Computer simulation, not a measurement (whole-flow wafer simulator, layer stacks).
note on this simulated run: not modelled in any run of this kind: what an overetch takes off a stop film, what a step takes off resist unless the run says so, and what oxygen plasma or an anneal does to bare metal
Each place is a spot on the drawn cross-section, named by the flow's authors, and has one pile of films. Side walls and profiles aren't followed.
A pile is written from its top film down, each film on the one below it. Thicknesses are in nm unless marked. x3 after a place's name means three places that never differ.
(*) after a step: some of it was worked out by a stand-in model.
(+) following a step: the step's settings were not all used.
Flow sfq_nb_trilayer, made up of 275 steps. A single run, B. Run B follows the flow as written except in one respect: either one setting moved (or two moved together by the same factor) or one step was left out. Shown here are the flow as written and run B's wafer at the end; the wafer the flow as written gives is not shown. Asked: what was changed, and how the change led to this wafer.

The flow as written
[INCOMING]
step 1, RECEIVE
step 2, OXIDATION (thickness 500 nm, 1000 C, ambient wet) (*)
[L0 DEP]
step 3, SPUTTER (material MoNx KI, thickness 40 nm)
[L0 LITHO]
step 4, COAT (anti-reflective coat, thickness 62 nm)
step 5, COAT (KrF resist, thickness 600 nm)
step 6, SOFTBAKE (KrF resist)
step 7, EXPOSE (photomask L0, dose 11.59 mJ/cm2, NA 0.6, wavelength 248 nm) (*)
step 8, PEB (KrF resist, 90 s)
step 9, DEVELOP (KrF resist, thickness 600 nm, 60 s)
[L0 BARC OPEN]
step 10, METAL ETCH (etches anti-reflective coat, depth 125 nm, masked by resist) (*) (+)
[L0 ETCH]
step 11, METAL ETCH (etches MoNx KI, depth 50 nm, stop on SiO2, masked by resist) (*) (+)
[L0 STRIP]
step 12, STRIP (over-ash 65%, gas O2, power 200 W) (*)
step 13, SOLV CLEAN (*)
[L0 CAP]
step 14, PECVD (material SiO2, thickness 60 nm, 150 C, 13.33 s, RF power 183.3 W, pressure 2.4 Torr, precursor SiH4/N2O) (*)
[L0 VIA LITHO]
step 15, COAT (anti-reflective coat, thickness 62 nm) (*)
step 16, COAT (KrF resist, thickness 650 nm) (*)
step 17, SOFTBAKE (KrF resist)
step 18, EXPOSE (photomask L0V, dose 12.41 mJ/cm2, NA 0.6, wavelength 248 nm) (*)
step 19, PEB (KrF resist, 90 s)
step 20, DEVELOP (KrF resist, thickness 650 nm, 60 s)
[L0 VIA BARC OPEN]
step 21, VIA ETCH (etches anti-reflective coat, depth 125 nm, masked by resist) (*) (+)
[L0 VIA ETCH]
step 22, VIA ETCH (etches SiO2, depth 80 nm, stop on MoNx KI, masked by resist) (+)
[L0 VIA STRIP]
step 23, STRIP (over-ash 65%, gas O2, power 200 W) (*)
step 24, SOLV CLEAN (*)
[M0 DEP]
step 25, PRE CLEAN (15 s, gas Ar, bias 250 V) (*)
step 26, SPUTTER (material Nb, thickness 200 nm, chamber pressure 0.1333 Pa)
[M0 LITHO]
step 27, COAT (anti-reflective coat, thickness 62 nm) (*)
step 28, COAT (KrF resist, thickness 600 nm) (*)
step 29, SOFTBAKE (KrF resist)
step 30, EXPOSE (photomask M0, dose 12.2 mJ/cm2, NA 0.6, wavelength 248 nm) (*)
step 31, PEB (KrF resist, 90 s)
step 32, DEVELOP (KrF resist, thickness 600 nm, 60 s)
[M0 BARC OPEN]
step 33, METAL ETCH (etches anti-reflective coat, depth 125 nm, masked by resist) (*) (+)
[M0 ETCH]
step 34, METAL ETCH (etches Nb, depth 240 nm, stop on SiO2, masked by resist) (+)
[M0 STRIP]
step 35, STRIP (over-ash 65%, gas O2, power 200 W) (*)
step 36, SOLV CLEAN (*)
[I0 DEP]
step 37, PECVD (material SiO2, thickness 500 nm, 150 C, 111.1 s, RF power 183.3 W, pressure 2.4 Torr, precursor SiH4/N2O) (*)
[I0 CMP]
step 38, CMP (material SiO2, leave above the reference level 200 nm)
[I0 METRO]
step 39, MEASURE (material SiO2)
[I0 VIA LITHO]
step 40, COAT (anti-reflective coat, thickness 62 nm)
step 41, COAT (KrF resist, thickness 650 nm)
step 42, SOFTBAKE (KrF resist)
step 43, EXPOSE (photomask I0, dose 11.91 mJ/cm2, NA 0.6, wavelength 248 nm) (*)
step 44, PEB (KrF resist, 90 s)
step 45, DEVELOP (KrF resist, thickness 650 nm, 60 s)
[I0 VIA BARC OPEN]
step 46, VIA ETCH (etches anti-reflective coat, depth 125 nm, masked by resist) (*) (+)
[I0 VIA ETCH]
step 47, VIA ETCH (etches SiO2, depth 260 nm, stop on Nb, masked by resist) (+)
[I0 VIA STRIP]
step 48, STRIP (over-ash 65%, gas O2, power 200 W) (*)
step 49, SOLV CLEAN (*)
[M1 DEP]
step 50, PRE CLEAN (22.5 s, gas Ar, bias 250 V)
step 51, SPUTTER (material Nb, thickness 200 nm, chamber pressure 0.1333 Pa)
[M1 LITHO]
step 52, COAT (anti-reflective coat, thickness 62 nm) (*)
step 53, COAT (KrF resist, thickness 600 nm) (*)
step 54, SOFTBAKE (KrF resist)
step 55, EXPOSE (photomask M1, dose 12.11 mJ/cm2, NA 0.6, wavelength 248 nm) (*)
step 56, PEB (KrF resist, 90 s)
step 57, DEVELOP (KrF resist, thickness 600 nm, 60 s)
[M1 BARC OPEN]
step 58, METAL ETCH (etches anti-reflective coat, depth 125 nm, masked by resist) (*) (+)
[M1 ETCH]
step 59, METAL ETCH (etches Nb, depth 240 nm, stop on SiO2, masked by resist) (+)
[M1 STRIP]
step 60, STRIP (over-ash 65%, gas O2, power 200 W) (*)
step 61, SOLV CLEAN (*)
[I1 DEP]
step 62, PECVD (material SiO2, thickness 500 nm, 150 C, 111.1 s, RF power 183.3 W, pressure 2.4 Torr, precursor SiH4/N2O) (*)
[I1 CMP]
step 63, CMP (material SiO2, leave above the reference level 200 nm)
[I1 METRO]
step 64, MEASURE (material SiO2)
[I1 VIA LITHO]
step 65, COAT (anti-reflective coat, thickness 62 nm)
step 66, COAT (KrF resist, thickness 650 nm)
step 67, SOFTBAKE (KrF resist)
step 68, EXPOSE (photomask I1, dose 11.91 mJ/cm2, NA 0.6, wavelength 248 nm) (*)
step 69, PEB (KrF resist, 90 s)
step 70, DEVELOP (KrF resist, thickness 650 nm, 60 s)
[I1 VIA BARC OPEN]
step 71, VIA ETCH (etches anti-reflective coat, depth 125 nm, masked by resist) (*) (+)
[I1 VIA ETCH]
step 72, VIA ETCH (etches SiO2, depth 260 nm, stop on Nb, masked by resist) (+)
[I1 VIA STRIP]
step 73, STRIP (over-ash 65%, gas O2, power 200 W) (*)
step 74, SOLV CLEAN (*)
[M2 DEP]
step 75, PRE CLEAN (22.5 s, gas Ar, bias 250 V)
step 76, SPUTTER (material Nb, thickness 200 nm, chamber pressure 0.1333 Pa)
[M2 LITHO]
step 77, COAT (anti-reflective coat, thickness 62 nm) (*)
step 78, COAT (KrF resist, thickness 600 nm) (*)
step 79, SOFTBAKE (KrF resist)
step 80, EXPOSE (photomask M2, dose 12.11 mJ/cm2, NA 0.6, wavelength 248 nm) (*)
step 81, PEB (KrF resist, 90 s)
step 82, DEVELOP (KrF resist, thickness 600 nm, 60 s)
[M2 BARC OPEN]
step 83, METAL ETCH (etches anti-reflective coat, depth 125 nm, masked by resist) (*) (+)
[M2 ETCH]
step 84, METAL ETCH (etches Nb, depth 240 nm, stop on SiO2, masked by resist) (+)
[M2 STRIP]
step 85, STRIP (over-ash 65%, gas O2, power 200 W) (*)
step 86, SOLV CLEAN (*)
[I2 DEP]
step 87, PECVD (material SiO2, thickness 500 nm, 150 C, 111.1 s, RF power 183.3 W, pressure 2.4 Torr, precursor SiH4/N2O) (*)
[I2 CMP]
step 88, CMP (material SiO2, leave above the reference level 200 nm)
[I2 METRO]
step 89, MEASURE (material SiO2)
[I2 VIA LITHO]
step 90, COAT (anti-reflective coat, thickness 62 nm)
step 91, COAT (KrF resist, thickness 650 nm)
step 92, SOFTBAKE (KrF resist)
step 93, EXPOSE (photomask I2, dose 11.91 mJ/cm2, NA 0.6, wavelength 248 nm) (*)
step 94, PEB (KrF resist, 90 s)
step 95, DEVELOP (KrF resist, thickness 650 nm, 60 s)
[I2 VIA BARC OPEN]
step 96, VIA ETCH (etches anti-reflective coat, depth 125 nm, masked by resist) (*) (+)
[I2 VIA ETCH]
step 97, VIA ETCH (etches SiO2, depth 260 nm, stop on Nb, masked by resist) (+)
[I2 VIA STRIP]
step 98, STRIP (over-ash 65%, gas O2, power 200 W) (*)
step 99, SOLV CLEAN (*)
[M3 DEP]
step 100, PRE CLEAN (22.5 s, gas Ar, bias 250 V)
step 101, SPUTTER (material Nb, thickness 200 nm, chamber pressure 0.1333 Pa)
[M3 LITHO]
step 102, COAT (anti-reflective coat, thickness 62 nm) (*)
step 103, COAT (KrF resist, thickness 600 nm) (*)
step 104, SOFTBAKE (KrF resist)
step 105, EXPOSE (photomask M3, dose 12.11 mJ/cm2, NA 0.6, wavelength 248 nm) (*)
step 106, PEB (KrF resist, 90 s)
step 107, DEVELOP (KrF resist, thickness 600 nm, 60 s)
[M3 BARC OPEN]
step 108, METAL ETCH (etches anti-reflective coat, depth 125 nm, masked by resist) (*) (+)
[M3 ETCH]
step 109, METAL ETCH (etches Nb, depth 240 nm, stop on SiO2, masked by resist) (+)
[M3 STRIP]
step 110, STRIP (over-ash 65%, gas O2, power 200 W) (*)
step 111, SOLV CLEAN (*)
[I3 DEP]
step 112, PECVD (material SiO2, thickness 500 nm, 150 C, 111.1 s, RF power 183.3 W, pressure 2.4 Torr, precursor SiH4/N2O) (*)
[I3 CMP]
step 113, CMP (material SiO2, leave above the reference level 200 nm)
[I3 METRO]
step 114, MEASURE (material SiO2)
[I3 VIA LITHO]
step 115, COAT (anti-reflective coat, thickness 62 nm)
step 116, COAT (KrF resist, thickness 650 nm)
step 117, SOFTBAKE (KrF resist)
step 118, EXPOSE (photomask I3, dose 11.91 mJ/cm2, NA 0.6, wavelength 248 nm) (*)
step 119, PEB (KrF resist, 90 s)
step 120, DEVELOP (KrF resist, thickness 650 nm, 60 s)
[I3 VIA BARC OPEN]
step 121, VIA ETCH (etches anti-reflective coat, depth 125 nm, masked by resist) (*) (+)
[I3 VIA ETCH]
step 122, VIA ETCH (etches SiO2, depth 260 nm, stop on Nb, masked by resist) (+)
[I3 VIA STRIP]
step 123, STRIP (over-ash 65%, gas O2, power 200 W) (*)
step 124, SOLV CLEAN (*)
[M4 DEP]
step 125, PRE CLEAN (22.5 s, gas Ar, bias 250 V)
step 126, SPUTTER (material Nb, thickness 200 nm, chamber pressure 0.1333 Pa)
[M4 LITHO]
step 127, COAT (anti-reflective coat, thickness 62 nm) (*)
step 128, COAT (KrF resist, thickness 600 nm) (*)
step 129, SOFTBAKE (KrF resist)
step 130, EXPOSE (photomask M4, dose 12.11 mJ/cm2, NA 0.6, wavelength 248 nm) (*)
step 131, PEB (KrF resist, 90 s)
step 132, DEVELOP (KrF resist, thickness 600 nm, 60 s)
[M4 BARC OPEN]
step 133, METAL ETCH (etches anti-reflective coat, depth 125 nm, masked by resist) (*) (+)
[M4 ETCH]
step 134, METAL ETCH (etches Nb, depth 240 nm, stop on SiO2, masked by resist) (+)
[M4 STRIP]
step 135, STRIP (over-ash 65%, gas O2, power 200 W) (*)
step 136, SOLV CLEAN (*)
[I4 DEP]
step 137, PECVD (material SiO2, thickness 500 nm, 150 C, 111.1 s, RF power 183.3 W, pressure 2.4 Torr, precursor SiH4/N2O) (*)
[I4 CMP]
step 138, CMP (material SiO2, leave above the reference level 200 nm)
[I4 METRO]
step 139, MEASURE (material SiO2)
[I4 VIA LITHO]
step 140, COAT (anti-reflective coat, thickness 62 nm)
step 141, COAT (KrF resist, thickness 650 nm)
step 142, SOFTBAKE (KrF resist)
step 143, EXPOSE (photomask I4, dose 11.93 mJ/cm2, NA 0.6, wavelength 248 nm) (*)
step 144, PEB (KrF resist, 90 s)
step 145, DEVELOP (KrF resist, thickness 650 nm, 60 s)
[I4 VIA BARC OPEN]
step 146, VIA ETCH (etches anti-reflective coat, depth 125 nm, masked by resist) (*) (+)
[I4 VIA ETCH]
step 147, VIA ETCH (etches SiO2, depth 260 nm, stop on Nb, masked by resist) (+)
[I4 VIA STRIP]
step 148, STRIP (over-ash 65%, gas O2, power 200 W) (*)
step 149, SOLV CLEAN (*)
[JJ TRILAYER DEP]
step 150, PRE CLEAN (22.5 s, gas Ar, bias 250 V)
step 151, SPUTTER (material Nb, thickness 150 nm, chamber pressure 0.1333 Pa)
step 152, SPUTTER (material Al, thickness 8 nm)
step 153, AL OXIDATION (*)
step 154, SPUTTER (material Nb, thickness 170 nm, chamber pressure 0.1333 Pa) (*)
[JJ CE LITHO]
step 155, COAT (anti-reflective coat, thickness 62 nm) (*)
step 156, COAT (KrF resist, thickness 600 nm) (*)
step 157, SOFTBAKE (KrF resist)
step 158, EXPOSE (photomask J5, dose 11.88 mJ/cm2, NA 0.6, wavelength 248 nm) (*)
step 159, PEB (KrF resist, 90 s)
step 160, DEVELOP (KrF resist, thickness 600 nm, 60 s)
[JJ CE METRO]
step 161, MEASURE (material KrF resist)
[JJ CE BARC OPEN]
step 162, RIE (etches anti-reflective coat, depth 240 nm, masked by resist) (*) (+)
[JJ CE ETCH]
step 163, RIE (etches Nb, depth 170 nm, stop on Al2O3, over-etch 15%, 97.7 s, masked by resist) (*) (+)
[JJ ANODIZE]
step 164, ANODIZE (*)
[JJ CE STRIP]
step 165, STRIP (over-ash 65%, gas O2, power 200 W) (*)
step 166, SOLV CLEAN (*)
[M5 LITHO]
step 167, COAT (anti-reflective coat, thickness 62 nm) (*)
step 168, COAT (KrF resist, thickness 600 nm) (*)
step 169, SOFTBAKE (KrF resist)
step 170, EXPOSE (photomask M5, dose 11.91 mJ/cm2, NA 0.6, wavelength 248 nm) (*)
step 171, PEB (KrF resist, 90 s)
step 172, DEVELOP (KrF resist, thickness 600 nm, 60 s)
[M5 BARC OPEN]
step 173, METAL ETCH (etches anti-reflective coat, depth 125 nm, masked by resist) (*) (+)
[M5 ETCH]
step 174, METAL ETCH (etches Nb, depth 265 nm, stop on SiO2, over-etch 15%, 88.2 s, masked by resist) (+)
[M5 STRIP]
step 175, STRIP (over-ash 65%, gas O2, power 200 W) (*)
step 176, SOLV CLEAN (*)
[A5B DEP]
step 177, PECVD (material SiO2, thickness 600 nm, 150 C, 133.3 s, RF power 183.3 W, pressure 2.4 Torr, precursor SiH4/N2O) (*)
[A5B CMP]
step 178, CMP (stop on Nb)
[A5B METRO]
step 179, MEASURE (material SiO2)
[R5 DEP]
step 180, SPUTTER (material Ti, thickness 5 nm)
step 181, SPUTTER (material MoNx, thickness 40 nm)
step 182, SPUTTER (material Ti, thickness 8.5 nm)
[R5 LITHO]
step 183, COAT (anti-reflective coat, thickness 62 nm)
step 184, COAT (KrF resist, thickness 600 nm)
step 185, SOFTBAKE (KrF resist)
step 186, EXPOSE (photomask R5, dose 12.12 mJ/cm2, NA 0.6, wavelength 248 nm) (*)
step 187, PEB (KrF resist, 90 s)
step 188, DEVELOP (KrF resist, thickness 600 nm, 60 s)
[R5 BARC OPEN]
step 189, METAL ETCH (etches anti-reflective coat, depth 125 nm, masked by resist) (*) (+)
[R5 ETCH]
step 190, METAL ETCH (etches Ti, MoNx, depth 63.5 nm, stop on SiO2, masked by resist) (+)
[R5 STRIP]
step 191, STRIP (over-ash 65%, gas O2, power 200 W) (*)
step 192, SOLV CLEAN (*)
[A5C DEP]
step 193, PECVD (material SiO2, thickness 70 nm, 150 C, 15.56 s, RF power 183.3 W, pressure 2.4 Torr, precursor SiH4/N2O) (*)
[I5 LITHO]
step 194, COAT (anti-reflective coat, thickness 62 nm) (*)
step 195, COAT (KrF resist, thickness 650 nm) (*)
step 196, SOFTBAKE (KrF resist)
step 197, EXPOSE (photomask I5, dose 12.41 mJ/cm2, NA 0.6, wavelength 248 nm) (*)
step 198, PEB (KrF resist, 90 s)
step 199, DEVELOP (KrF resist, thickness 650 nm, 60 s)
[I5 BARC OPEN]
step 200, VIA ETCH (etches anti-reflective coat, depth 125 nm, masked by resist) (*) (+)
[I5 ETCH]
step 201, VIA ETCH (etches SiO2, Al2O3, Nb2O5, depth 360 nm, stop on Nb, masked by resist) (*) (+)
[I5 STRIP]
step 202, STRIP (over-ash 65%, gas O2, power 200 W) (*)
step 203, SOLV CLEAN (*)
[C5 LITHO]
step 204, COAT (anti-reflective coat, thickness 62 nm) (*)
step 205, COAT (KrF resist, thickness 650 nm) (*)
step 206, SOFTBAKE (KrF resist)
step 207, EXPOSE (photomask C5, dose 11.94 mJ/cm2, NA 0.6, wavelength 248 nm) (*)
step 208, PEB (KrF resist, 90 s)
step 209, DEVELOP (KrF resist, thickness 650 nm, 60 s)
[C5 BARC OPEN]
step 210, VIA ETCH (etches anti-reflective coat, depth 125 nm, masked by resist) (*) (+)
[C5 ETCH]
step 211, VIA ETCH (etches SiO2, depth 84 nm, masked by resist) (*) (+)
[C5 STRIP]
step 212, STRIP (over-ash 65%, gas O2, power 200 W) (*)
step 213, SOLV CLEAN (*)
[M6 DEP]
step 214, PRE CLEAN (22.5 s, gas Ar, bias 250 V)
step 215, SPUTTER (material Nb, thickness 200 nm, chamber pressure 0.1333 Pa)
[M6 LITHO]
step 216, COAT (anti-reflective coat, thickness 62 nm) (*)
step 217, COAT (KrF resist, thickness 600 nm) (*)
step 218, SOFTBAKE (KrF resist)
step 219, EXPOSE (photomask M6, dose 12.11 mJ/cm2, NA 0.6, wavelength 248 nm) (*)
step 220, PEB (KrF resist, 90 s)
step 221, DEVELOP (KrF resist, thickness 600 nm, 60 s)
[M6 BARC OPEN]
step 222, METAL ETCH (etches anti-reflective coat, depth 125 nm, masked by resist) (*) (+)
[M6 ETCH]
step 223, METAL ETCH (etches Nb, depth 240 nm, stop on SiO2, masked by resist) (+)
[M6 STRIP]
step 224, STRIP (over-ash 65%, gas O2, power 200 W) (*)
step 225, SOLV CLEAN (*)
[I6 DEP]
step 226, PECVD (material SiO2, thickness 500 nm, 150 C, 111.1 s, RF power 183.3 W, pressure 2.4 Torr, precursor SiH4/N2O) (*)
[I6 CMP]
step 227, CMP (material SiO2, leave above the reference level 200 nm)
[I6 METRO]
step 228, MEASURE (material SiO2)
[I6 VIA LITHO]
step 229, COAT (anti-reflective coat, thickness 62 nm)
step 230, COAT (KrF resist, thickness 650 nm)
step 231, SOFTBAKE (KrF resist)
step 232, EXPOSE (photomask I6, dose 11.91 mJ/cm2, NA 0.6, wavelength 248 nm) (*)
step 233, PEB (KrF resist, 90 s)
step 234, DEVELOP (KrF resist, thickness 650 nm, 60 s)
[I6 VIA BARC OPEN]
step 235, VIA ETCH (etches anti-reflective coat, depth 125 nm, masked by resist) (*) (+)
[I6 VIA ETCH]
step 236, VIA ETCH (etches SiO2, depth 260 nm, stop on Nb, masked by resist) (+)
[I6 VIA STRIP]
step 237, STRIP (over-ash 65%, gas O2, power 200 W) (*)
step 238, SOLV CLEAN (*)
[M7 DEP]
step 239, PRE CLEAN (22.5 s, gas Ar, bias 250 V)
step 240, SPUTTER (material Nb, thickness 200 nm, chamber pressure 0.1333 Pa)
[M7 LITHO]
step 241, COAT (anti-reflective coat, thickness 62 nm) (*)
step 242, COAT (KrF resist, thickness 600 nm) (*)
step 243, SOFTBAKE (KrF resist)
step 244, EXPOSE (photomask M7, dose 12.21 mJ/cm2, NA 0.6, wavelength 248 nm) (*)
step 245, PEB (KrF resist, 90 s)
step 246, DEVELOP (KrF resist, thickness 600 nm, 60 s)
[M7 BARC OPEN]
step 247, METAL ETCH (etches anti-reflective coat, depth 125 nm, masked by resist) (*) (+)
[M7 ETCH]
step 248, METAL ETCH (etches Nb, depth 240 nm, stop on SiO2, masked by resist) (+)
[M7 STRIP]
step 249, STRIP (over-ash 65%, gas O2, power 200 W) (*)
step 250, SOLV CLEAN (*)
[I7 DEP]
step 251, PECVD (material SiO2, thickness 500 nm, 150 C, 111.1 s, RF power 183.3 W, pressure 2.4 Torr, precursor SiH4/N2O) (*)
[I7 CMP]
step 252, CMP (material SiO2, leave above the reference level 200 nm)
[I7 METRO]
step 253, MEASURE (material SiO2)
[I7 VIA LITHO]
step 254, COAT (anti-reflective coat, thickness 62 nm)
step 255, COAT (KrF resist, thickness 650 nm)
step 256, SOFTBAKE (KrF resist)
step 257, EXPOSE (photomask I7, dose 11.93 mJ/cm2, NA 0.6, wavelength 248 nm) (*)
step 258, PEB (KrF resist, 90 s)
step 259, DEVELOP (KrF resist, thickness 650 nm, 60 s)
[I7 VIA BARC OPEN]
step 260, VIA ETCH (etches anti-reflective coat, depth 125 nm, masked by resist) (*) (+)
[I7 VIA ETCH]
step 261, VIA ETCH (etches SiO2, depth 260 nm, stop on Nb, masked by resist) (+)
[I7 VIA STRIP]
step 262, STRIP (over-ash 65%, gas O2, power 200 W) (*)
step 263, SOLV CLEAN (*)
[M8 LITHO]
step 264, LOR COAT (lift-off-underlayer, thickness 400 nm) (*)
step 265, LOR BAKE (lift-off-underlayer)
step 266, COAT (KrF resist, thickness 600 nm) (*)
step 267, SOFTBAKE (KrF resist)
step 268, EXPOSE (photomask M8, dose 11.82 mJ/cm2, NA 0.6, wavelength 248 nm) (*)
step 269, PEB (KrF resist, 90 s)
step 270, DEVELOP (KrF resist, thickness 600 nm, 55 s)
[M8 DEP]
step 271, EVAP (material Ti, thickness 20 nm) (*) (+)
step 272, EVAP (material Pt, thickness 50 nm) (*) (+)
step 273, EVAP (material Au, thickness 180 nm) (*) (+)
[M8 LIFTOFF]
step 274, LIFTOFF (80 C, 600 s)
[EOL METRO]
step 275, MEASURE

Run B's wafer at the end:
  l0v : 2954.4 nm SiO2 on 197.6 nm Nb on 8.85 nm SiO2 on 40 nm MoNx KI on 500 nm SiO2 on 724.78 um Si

Cause: step 22, VIA ETCH: depth 46 nm was run, though the flow has depth 80 nm.

How this came from the change, step by step:
  step 22, VIA ETCH (etches SiO2, depth 80 nm, stop on MoNx KI, masked by resist) (+)
      l0v: -46 SiO2 (it would be, as written: -59.8 SiO2 (all of it))
      field_l, v_sur, via_wl and 102 more: -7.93 KrF resist (it would be, as written: -13.8 KrF resist)
  step 25, PRE CLEAN (15 s, gas Ar, bias 250 V) (*)
      l0v: -5 SiO2 (it would be, as written: -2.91 MoNx KI)
  step 27, COAT (anti-reflective coat, thickness 62 nm) (*)
      l0_sur: +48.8 anti-reflective coat (new film) (it would be, as written: +47.5 anti-reflective coat (new film))
      l0v: +74.4 anti-reflective coat (new film) (it would be, as written: +78 anti-reflective coat (new film))
  step 35, STRIP (over-ash 65%, gas O2, power 200 W) (*)
      l0_sur: -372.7 KrF resist (all of it), -48.8 anti-reflective coat (all of it) (it would be, as written: -372 KrF resist (all of it), -47.5 anti-reflective coat (all of it))
      l0v: -397.9 KrF resist (all of it), -74.4 anti-reflective coat (all of it) (it would be, as written: -405.3 KrF resist (all of it), -78 anti-reflective coat (all of it))
  step 38, CMP (material SiO2, leave above the reference level 200 nm)
      l0v: -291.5 SiO2 (it would be, as written: -277.8 SiO2)
Taking metal films that touch as one body, l0v has 2 bodies (between them, from the top down: SiO2 8.85); the flow as written gives 1 body.
